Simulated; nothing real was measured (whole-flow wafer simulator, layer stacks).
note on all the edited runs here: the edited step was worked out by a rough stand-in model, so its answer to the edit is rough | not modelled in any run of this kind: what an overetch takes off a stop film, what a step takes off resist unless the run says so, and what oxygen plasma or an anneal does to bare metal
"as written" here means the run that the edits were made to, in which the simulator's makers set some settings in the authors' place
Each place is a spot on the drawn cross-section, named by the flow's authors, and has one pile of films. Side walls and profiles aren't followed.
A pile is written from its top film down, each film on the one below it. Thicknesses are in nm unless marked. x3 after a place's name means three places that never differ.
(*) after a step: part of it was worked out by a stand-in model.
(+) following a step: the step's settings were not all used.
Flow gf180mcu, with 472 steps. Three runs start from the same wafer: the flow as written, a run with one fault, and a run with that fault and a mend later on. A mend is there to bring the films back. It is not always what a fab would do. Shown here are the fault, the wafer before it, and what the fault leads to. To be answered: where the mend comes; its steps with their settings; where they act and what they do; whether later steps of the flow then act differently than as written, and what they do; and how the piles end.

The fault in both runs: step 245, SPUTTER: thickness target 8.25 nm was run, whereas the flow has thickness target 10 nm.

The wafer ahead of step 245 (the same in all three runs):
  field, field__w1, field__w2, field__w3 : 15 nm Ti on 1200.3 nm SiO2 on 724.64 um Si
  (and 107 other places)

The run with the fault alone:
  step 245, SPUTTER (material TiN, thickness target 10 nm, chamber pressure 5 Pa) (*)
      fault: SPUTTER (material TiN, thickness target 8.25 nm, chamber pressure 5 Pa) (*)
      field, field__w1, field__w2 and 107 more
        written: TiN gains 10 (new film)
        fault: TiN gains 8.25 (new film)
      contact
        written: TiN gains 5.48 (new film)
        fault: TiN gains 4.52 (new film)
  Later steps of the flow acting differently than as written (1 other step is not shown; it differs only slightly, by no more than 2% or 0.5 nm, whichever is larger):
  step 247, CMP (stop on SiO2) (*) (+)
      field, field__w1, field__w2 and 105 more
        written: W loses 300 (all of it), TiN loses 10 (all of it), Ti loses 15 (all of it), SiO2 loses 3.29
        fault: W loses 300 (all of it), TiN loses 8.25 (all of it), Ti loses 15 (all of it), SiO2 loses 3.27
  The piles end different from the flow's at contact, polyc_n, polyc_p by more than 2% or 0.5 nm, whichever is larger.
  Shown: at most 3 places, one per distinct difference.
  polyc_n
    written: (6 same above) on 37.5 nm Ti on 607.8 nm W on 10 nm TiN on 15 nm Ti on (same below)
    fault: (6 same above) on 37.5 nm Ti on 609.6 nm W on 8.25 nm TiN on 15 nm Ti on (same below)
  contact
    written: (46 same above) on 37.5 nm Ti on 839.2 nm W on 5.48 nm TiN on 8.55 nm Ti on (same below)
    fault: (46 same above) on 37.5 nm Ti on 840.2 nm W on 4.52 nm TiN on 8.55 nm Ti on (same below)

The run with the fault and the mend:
  After step 245 comes the mend.
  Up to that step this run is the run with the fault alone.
  step 245a, SPUTTER (material TiN, thickness target 1.75 nm, chamber pressure 5 Pa) (*) (the flow's step 245, run once more with other settings)
      field, field__w1, field__w2 and 107 more
        TiN gains 1.75
      contact
        TiN gains 0.96
  Every later step of the flow that is run acts as written at every place that is followed.
  The piles end the same as the flow's at every place that both follow.
